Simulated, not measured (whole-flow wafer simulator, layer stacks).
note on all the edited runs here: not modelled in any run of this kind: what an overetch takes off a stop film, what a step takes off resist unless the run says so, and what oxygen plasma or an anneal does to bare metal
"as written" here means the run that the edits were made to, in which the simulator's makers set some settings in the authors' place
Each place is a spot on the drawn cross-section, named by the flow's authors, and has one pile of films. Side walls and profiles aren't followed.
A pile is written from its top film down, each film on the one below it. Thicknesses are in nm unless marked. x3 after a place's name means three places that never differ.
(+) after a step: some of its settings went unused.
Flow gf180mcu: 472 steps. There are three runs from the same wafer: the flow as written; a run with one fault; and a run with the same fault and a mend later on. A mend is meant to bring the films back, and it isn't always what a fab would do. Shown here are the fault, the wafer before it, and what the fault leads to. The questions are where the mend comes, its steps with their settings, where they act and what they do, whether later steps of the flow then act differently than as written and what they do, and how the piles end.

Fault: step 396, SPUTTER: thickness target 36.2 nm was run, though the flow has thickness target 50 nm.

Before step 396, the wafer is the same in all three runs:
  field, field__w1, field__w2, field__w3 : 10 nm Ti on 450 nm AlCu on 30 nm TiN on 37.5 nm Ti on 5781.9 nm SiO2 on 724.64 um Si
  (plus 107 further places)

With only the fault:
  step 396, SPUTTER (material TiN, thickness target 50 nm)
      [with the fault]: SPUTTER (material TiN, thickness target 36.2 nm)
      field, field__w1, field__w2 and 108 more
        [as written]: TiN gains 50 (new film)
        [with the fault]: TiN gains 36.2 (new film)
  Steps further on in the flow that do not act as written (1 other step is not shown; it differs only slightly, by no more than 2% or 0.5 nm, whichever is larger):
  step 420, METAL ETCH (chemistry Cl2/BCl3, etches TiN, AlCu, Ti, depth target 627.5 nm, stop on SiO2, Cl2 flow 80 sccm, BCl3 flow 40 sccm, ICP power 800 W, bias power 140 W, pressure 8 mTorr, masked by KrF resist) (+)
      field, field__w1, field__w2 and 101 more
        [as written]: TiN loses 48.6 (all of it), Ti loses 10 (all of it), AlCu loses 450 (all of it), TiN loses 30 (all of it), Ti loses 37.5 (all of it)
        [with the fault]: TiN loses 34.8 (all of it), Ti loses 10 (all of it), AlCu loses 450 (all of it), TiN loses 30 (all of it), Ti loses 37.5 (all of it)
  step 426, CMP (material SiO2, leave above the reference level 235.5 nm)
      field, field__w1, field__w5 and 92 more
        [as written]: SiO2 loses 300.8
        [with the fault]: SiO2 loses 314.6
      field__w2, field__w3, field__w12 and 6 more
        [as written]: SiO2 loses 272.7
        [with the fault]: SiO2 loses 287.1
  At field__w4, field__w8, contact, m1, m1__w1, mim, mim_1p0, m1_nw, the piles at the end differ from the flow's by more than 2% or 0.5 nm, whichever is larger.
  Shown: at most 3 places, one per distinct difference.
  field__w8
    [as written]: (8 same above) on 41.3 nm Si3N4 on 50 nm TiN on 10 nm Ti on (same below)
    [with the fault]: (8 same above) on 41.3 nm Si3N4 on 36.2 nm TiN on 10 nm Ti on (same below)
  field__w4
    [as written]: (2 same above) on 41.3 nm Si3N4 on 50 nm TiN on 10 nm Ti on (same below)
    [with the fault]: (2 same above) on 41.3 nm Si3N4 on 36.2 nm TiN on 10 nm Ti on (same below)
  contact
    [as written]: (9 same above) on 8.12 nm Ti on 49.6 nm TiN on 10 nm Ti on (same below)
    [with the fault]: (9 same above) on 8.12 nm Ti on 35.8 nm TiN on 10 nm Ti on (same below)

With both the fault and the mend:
  The mend follows step 396.
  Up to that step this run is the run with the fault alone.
  step 396a, SPUTTER (material TiN, thickness target 13.8 nm) (a further turn of the flow's step 396, with different settings)
      field, field__w1, field__w2 and 108 more
        TiN gains 13.8
  Later steps of the flow that are run all act as written at every place that is followed.
  By the end, the piles equal the flow's at every place that both follow.
